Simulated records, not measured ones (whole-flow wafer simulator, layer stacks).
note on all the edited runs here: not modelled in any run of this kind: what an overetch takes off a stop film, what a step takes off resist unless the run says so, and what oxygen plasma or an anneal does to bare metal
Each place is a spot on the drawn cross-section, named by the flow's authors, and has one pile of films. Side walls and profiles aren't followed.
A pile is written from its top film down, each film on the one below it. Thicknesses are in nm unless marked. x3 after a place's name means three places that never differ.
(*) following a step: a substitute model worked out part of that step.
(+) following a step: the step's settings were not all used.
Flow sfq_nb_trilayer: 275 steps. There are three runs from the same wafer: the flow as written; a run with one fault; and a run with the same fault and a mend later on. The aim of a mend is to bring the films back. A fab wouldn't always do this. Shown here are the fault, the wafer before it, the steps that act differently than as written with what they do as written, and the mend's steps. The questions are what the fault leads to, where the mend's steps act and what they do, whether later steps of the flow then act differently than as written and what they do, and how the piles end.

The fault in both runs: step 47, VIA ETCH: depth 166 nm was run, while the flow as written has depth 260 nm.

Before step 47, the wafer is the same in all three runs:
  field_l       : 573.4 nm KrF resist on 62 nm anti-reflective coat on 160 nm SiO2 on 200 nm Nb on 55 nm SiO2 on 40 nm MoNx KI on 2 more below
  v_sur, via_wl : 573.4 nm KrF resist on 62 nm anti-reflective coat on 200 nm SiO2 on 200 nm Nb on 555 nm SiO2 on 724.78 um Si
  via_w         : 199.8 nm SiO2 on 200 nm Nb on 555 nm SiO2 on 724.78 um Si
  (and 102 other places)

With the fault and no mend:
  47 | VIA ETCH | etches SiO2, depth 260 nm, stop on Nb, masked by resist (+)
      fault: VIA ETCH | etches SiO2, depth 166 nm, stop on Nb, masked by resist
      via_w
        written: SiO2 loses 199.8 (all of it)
        fault: SiO2 loses 166
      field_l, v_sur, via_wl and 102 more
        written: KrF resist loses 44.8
        fault: KrF resist loses 28.6
  Later steps of the flow acting differently than as written (3 more steps, not shown, differ only slightly: by at most 2% or 0.5 nm, whichever is larger):
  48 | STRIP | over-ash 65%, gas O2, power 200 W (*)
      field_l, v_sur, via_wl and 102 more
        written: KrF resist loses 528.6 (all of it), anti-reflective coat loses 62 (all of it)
        fault: KrF resist loses 544.8 (all of it), anti-reflective coat loses 62 (all of it)
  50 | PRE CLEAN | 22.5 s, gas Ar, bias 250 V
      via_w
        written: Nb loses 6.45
        fault: SiO2 loses 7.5
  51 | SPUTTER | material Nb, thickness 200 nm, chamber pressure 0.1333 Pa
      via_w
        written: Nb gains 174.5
        fault: Nb gains 181.3 (new film)
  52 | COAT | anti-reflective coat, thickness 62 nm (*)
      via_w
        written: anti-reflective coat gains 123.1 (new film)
        fault: anti-reflective coat gains 114.4 (new film)
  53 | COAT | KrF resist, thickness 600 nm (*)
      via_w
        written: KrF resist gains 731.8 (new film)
        fault: KrF resist gains 705.7 (new film)
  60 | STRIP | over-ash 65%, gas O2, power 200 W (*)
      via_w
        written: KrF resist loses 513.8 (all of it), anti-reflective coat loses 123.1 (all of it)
        fault: KrF resist loses 487.8 (all of it), anti-reflective coat loses 114.4 (all of it)
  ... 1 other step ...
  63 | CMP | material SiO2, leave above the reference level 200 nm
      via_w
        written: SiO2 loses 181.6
        fault: SiO2 loses 157.1
  The piles end different from the flow's at via_w by more than 2% or 0.5 nm, whichever is larger.
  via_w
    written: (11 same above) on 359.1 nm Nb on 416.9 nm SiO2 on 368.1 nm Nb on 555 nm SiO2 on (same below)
    fault: (11 same above) on 359.1 nm Nb on 377.4 nm SiO2 on 181.3 nm Nb on 26.3 nm SiO2 on 200 nm Nb on 555 nm SiO2 on (same below)

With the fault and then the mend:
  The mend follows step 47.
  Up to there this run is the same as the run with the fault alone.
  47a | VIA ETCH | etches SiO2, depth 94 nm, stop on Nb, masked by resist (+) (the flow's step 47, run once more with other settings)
      field_l, v_sur, via_wl and 102 more
        KrF resist loses 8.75
      via_w
        SiO2 loses 33.8 (all of it)
  None of the later steps of the flow differs from how it acts as written, at any place that is followed, by more than 2% or 0.5 nm, whichever is larger.
  The piles end the same as the flow's at every place that both follow.
